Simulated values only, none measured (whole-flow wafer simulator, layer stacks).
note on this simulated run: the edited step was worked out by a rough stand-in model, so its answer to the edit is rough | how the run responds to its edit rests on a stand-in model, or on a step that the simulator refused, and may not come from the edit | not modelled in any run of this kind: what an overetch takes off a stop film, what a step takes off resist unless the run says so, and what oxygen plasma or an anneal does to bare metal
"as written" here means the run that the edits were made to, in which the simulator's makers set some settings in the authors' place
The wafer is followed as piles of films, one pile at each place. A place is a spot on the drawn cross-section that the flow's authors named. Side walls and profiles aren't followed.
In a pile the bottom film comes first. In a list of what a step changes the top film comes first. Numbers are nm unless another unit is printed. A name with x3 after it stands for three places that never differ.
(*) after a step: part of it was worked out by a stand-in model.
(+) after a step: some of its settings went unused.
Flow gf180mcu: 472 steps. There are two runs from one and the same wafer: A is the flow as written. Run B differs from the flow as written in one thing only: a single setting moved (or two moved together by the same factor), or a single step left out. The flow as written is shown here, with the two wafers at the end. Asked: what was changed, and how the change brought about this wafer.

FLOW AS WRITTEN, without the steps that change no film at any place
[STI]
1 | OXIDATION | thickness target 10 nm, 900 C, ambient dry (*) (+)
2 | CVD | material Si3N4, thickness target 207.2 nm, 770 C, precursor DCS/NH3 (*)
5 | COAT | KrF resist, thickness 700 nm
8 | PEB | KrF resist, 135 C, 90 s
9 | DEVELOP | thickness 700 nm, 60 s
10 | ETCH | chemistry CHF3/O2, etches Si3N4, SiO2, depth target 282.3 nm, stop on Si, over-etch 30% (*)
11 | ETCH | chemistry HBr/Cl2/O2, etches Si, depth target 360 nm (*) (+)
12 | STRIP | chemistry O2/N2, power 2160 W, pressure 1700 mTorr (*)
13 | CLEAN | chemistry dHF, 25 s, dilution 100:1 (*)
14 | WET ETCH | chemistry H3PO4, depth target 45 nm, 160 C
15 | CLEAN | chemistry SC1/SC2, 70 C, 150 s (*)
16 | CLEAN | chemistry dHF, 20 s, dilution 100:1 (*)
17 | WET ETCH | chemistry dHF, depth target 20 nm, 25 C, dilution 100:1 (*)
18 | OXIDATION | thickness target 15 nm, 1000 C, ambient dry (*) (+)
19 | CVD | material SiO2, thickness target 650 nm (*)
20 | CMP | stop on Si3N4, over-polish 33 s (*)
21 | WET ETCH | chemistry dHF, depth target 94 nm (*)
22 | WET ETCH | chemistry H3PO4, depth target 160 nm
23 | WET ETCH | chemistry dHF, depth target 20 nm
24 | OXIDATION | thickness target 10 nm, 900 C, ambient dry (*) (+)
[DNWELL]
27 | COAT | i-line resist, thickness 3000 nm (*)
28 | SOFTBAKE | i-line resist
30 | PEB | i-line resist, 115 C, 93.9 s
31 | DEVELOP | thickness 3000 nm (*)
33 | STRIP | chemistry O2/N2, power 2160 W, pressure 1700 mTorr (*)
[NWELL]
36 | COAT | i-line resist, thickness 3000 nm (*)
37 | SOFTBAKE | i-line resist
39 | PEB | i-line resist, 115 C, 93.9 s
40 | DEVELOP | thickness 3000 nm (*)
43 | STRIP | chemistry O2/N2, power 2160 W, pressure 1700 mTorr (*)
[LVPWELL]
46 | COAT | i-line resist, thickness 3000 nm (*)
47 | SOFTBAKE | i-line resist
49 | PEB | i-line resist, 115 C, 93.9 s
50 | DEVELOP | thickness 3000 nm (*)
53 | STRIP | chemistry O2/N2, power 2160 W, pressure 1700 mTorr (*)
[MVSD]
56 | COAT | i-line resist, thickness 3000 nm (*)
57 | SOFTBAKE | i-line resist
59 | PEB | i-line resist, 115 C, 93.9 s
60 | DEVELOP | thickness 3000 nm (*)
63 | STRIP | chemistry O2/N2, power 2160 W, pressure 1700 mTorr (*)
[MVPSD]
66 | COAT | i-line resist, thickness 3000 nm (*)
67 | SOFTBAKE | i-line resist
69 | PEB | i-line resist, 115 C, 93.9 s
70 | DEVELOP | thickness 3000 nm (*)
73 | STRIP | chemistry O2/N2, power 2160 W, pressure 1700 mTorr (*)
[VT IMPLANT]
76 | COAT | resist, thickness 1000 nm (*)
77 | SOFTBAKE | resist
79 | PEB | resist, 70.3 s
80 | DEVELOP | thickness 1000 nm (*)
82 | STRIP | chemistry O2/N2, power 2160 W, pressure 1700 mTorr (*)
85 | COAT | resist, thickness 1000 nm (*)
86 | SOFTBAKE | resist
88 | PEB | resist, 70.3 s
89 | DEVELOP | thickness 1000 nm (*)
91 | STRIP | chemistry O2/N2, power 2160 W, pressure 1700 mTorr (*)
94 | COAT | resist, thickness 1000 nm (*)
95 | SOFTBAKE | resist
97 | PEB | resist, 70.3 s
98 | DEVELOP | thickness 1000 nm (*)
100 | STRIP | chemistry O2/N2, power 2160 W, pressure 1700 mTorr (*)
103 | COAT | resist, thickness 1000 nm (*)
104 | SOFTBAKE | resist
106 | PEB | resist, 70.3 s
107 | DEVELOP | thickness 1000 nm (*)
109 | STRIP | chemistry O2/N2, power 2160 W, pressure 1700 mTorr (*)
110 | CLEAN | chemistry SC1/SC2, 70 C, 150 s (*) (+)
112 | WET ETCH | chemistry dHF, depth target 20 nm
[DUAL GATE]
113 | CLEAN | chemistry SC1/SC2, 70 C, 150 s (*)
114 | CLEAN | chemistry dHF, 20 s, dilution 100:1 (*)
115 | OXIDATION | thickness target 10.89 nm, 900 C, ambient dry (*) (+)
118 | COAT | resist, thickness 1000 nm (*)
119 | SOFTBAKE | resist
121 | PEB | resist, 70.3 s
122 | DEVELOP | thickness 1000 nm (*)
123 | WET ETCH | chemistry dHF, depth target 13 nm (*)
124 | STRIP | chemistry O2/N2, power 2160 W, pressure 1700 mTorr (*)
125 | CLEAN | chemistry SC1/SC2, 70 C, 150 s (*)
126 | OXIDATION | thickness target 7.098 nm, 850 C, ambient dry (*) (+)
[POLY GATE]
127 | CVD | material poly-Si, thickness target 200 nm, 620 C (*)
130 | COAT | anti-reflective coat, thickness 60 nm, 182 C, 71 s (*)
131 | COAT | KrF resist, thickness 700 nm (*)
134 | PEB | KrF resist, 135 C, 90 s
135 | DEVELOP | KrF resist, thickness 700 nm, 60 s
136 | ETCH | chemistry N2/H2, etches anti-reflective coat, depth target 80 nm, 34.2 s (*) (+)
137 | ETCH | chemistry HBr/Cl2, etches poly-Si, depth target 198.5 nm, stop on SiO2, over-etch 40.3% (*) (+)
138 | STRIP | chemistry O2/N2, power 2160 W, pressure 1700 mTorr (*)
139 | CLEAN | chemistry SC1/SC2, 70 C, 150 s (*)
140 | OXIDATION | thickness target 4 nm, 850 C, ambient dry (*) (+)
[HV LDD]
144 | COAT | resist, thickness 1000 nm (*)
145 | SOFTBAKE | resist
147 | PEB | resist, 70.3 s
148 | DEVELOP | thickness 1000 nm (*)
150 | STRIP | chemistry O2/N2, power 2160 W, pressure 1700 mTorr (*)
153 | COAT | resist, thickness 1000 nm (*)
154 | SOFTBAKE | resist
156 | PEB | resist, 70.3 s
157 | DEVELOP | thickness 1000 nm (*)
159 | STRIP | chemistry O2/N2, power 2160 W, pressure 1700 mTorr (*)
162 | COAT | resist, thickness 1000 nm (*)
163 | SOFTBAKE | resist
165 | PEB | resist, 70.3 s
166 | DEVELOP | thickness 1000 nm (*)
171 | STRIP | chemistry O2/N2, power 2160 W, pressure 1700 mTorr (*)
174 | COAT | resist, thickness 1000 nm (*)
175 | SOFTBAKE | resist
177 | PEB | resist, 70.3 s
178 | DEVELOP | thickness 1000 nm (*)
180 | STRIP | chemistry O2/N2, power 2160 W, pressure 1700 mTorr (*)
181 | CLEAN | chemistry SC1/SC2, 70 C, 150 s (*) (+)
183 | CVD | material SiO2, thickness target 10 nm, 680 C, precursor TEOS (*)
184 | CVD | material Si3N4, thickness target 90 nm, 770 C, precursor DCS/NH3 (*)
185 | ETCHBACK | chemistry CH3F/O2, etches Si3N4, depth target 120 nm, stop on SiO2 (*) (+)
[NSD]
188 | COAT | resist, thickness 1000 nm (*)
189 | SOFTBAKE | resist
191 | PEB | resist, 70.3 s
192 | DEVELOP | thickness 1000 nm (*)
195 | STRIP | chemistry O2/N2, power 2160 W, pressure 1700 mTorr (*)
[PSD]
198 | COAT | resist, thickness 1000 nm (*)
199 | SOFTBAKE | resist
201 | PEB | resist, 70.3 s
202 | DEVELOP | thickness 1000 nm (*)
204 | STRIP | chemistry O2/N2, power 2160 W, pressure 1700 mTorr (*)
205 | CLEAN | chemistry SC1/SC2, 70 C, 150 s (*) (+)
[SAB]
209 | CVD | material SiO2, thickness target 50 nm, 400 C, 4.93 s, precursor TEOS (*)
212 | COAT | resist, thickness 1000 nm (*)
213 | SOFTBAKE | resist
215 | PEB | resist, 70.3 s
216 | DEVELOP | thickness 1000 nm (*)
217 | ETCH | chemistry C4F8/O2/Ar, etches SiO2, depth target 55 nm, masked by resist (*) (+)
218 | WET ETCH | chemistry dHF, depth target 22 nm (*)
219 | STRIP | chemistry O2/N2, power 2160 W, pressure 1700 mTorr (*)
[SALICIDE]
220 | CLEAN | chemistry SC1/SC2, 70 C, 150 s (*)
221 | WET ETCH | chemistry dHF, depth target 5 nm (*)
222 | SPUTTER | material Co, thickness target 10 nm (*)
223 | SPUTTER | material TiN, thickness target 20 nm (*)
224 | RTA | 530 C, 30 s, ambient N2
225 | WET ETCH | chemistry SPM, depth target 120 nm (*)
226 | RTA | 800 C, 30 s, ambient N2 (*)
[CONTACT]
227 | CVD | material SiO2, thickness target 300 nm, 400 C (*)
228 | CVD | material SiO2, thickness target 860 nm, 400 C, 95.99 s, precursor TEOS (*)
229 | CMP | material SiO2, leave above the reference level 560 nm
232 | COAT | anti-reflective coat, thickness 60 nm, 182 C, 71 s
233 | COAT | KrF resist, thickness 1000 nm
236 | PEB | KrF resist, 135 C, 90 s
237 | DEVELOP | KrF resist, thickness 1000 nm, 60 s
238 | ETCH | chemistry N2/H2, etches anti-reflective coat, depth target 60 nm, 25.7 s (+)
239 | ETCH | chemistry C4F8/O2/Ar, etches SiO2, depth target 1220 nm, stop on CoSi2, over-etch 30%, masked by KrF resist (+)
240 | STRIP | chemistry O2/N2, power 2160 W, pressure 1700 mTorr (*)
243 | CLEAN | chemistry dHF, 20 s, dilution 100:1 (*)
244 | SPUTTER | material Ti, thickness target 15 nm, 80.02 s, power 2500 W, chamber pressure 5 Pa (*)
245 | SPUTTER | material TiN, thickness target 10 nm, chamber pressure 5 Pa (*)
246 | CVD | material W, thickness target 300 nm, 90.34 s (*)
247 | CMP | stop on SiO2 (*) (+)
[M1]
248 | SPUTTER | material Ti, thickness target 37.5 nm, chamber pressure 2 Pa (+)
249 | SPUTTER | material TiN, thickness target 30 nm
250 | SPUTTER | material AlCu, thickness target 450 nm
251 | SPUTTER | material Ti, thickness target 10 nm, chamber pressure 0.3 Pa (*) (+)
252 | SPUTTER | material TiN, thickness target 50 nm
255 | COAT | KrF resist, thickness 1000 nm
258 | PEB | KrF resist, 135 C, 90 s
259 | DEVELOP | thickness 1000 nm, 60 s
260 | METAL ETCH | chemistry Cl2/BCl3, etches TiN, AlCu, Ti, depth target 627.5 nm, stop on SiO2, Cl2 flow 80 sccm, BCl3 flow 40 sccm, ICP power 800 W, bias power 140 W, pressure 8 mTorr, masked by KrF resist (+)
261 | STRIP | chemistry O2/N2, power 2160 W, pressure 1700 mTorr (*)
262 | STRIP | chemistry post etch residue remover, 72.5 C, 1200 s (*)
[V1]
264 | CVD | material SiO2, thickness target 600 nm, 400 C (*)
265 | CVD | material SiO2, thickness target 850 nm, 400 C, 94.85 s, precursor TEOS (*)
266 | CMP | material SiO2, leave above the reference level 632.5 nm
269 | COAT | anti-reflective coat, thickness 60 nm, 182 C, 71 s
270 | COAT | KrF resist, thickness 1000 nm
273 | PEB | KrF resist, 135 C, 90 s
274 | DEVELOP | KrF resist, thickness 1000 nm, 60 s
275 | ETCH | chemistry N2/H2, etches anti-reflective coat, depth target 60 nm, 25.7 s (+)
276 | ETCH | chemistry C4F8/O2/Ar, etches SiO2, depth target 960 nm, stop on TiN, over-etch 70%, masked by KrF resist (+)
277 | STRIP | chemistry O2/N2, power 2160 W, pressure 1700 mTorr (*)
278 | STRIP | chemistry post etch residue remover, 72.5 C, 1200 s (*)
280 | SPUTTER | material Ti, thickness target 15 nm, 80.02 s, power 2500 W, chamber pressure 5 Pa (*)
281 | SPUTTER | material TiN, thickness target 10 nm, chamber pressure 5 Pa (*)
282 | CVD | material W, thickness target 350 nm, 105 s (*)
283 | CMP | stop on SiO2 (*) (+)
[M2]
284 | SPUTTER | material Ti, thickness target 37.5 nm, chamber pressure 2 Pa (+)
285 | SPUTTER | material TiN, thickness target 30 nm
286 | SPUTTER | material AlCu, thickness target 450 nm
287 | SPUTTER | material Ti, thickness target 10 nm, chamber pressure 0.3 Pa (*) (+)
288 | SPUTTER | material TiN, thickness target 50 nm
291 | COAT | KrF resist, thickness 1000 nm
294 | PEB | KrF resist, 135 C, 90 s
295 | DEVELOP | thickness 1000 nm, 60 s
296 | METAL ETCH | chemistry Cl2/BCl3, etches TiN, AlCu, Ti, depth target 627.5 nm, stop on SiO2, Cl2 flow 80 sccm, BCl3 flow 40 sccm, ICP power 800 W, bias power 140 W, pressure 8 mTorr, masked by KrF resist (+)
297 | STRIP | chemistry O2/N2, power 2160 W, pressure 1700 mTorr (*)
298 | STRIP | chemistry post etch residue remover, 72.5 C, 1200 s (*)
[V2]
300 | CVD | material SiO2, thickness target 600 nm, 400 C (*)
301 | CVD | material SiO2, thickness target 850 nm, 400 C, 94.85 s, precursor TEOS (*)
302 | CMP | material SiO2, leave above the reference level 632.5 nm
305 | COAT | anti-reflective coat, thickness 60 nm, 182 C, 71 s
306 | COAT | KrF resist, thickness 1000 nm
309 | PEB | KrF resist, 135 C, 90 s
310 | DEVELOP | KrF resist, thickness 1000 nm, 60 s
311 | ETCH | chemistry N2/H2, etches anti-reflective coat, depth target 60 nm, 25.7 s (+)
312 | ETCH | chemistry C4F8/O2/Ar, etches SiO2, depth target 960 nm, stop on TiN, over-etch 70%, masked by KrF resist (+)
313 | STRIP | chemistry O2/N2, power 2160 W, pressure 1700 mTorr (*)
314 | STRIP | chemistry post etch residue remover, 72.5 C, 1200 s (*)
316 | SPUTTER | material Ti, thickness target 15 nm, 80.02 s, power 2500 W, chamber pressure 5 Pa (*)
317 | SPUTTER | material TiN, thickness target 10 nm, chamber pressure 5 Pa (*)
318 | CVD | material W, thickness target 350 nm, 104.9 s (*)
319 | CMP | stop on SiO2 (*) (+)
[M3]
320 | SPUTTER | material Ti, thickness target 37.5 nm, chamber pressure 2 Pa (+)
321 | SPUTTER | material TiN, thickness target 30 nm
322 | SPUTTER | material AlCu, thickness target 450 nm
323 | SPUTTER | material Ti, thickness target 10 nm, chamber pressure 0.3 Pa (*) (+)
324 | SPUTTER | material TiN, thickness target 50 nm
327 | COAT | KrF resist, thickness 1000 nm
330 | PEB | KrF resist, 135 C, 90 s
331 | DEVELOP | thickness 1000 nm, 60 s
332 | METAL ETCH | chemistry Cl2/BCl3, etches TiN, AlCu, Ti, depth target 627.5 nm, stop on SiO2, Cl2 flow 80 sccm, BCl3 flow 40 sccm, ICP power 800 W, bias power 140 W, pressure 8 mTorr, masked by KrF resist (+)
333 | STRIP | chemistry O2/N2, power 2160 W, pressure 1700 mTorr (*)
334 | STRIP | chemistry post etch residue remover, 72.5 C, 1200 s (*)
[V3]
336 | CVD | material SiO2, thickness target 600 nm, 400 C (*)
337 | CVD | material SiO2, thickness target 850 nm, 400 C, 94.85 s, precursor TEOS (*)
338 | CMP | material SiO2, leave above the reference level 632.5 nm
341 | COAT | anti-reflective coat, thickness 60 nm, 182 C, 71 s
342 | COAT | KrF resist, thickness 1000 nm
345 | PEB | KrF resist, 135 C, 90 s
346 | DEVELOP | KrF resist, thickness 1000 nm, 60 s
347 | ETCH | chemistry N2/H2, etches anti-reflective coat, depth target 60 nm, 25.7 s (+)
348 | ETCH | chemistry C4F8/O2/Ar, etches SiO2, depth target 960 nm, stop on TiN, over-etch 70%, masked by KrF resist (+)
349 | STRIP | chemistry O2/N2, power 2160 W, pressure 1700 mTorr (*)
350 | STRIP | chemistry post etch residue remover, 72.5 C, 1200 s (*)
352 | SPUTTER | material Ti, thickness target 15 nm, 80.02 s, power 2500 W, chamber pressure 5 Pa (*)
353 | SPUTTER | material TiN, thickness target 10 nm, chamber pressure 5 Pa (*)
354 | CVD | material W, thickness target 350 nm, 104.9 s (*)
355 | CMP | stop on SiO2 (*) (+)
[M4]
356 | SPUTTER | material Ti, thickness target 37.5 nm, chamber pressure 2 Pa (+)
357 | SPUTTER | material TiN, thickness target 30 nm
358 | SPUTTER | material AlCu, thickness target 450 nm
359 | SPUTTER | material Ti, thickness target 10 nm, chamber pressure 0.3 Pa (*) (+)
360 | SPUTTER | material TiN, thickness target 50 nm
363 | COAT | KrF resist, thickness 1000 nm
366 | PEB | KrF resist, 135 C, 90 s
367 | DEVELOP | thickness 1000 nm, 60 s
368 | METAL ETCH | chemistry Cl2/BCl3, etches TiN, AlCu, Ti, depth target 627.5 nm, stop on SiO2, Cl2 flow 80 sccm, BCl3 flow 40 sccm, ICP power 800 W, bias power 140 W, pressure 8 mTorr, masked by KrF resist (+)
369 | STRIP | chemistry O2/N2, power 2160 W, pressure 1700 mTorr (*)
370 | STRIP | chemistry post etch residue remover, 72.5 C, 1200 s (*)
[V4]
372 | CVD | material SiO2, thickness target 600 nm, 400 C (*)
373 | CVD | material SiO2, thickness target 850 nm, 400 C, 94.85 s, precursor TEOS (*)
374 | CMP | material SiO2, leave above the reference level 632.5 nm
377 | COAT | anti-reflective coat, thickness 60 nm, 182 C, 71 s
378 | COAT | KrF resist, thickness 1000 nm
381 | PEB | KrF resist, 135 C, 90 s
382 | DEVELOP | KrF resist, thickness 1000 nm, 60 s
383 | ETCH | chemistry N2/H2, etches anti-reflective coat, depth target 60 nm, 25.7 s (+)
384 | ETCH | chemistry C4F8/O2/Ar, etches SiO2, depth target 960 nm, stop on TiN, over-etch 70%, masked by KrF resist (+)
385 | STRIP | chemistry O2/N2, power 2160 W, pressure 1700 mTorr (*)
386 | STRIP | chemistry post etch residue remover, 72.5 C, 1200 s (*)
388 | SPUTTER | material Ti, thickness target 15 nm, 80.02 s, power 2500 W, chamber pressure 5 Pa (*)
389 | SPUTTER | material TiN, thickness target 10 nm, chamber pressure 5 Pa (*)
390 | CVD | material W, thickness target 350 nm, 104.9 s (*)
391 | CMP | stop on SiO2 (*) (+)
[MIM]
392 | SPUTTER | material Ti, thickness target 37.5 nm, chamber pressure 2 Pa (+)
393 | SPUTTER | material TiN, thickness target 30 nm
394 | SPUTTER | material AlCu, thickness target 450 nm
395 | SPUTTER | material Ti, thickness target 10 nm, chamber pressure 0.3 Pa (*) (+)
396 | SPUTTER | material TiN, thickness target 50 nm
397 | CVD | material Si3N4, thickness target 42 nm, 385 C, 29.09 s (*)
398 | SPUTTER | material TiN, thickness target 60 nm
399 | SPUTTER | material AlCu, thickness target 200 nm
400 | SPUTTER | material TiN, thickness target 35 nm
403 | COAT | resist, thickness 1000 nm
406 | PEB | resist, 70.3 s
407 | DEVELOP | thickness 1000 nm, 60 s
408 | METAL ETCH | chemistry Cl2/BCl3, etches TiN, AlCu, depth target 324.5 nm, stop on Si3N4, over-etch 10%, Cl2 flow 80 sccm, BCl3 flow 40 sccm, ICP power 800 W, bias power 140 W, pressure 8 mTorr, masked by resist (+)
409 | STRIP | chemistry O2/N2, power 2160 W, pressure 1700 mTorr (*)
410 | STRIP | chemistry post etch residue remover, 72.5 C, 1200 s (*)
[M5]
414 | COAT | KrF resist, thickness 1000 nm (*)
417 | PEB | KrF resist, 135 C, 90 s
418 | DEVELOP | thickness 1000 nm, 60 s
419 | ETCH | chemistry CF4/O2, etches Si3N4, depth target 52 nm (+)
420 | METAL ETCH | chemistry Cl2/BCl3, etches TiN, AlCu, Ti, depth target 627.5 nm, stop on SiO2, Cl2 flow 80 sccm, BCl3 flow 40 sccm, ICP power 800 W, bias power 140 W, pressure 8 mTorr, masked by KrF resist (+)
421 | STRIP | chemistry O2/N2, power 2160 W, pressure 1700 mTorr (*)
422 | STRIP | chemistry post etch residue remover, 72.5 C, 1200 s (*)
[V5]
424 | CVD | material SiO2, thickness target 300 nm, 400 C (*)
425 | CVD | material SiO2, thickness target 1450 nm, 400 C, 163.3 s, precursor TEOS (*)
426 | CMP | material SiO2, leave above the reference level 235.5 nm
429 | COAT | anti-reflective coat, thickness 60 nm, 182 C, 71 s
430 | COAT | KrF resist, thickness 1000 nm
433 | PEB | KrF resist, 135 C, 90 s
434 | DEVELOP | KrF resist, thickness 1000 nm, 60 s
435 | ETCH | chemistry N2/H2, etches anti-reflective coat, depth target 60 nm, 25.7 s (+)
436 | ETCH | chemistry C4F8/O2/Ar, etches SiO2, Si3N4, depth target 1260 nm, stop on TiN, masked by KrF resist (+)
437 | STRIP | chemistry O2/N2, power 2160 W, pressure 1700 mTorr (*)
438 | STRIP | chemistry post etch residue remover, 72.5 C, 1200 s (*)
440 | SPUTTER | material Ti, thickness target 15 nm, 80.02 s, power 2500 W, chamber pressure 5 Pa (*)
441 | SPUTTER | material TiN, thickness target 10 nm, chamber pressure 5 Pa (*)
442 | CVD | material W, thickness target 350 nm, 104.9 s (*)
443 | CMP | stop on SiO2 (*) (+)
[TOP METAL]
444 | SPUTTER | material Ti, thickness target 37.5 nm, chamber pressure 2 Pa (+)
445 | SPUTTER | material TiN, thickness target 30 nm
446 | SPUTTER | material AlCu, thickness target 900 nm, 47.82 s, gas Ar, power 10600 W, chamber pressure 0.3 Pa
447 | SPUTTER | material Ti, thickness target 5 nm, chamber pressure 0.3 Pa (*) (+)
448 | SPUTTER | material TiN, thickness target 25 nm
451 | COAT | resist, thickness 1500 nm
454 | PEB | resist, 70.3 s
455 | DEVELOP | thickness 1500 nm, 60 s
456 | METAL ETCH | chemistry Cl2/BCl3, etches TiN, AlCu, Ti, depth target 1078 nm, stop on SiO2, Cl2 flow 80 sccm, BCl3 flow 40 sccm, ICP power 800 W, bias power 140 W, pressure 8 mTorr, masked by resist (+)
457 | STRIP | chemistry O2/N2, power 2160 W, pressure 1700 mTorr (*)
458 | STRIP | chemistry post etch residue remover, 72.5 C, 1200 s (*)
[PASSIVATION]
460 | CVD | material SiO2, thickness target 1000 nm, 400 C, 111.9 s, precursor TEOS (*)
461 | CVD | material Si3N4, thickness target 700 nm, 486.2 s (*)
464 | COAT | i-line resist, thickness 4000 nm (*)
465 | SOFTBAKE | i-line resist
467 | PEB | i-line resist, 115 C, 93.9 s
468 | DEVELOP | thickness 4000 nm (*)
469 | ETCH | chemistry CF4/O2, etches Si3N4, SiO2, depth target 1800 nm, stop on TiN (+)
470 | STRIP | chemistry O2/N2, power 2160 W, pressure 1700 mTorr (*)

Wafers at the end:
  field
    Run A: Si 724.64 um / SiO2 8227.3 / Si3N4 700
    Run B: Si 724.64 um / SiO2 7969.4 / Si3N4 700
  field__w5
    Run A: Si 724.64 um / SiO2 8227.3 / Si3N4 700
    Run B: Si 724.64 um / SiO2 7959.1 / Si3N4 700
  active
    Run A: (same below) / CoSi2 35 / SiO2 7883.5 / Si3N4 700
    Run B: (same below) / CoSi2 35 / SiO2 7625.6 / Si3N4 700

What caused this: step 425, CVD: thickness target 884 nm was run, while the flow as written has thickness target 1450 nm; step 425, CVD: 99.6 s was run, where the flow has 163.3 s.

How this came from the change, step by step:
  425 | CVD | material SiO2, thickness target 1450 nm, 400 C, 163.3 s, precursor TEOS (*)
      field, field__w1, field__w4 and 100 more: A SiO2 gains 1450 | B SiO2 gains 891.7
      field__w2, field__w3, field__w12 and 6 more: A SiO2 gains 1421.8 | B SiO2 gains 874.9
  426 | CMP | material SiO2, leave above the reference level 235.5 nm
      field, field__w1, field__w5 and 92 more: A SiO2 loses 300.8 | B nothing
      field__w2, field__w3, field__w12 and 6 more: A SiO2 loses 272.7 | B nothing
      (and at 8 other places as well)
  429 | COAT | anti-reflective coat, thickness 60 nm, 182 C, 71 s
      p_well, sti, spacer, sd_n, pad, dice_street: A anti-reflective coat gains 60 (new film) | B anti-reflective coat gains 61.9 (new film)
      active, nw_enc_fld_lv__w1: A anti-reflective coat gains 60 (new film) | B anti-reflective coat gains 61.5 (new film)
      (and at 45 other places as well)
  430 | COAT | KrF resist, thickness 1000 nm
      field: A KrF resist gains 1000 (new film) | B KrF resist gains 944.1 (new film)
      field__w1: A KrF resist gains 1000 (new film) | B KrF resist gains 974.9 (new film)
      (and at 28 other places as well)
  433 | PEB | KrF resist, 135 C, 90 s
      field: A KrF resist loses 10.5 | B KrF resist loses 9.66
      field__w7: A KrF resist loses 10.5 | B KrF resist loses 11.6
      (and at 17 other places as well)
  434 | DEVELOP | KrF resist, thickness 1000 nm, 60 s
      contact: A KrF resist loses 989.5 (all of it) | B KrF resist loses 846.8 (all of it)
  435 | ETCH | chemistry N2/H2, etches anti-reflective coat, depth target 60 nm, 25.7 s (+)
      contact: A anti-reflective coat loses 60 (all of it), SiO2 loses 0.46 | B anti-reflective coat loses 14.4 (all of it), SiO2 loses 1.63
  437 | STRIP | chemistry O2/N2, power 2160 W, pressure 1700 mTorr (*)
      p_well, sti, spacer, sd_n, pad, dice_street: A KrF resist loses 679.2 (all of it), anti-reflective coat loses 60 (all of it) | B KrF resist loses 679.7 (all of it), anti-reflective coat loses 61.9 (all of it)
      field: A KrF resist loses 679.2 (all of it), anti-reflective coat loses 60 (all of it) | B KrF resist loses 624.1 (all of it), anti-reflective coat loses 185.9 (all of it)
      (and at 46 other places as well)
  440 | SPUTTER | material Ti, thickness target 15 nm, 80.02 s, power 2500 W, chamber pressure 5 Pa (*)
      field__w2: A Ti gains 15 (new film) | B Ti gains 14.3 (new film)
      contact: A Ti gains 8.12 (new film) | B Ti gains 9.42 (new film)
  441 | SPUTTER | material TiN, thickness target 10 nm, chamber pressure 5 Pa (*)
      field__w2: A TiN gains 10 (new film) | B TiN gains 9.47 (new film)
      contact: A TiN gains 5.38 (new film) | B TiN gains 6.26 (new film)
  442 | CVD | material W, thickness target 350 nm, 104.9 s (*)
      contact: A W gains 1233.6 (new film) | B W gains 973.9 (new film)
  443 | CMP | stop on SiO2 (*) (+)
      field__w3, field__w12, npoly_sal, ppoly_sal, nw_sep_fld, gate_hv5, gate_p_hv5, sti_nw: A W loses 350 (all of it), TiN loses 10 (all of it), Ti loses 15 (all of it), SiO2 loses 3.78 | B W loses 350 (all of it), TiN loses 10 (all of it), Ti loses 2.44
      field__w2: A W loses 350 (all of it), TiN loses 10 (all of it), Ti loses 15 (all of it), SiO2 loses 3.78 | B W loses 350.7 (all of it), TiN loses 9.47 (all of it), Ti loses 1.71
      (and at 7 other places as well)
  444 | SPUTTER | material Ti, thickness target 37.5 nm, chamber pressure 2 Pa (+)
      field__w2, field__w3, field__w12 and 6 more: A Ti gains 37.5 (new film) | B Ti gains 37.5
  445 | SPUTTER | material TiN, thickness target 30 nm
      field__w2, field__w3, field__w12 and 6 more: A TiN gains 30 (new film) | B TiN gains 29.4 (new film)
  451 | COAT | resist, thickness 1500 nm
      n_well, sti_nw: A resist gains 1500 (new film) | B resist gains 1532.4 (new film)
      field: A resist gains 1500 (new film) | B resist gains 1543 (new film)
      (and at 8 other places as well)
  452 | SOFTBAKE | resist
      field: A nothing | B resist loses 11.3
      field__w1: A nothing | B resist gains 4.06
      (and at 42 other places as well)
  ... another 7 steps ...
  470 | STRIP | chemistry O2/N2, power 2160 W, pressure 1700 mTorr (*)
      field__w8, m1__w1: A i-line resist loses 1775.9 (all of it) | B i-line resist loses 1538.6 (all of it)
      m1: A i-line resist loses 1798.9 (all of it) | B i-line resist loses 1550.9 (all of it)
      (and at 3 other places as well)
